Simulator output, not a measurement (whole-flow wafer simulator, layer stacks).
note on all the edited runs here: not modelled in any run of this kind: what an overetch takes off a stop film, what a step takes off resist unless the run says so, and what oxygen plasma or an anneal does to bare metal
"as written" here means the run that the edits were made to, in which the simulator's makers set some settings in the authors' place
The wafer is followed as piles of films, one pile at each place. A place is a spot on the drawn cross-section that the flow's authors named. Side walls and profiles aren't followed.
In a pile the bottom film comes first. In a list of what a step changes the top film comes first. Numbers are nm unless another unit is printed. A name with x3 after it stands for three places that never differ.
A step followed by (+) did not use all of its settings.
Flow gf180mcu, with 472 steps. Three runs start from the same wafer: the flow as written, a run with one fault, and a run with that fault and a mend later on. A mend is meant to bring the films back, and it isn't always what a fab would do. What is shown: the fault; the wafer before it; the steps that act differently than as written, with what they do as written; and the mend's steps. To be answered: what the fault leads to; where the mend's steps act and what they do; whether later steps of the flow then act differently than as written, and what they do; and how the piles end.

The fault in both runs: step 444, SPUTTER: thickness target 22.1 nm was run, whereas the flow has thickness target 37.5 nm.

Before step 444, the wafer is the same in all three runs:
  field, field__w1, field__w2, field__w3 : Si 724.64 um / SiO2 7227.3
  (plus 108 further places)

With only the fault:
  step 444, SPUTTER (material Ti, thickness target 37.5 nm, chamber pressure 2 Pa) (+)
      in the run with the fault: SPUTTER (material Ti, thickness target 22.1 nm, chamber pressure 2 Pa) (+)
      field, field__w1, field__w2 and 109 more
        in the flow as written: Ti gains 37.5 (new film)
        in the run with the fault: Ti gains 22.1 (new film)
  Steps later in the flow that act otherwise than as written (4 more steps, not shown, differ only slightly: by at most 2% or 0.5 nm, whichever is larger):
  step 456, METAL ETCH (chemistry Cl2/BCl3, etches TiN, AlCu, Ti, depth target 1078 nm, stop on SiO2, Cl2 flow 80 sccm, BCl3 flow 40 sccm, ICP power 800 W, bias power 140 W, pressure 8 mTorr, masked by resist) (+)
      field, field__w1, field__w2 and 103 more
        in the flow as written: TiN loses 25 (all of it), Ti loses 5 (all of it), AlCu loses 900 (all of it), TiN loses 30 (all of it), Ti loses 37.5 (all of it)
        in the run with the fault: TiN loses 25 (all of it), Ti loses 5 (all of it), AlCu loses 900 (all of it), TiN loses 30 (all of it), Ti loses 22.1 (all of it)
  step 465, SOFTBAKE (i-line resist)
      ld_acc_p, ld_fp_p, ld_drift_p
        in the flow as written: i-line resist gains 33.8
        in the run with the fault: i-line resist gains 33
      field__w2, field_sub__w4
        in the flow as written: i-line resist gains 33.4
        in the run with the fault: i-line resist gains 32.6
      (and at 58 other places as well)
  By the end, the piles at field__w8, contact, m1, m1__w1, pad, m1_nw depart from the flow's by more than 2% or 0.5 nm, whichever is larger.
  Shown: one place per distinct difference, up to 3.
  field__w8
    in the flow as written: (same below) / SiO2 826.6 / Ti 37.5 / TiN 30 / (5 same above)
    in the run with the fault: (same below) / SiO2 826.6 / Ti 22.1 / TiN 30 / (5 same above)
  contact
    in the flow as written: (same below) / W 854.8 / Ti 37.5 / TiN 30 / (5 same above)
    in the run with the fault: (same below) / W 854.8 / Ti 22.1 / TiN 30 / (5 same above)
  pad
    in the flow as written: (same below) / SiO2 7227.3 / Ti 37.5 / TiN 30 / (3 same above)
    in the run with the fault: (same below) / SiO2 7227.3 / Ti 22.1 / TiN 30 / (3 same above)

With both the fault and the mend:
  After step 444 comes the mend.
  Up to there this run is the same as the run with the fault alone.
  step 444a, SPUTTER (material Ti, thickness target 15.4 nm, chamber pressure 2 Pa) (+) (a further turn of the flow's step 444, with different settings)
      field, field__w1, field__w2 and 109 more
        Ti gains 15.4
  Later steps of the flow that are run all act as written at every place that is followed.
  The piles end the same as the flow's at every place that both follow.
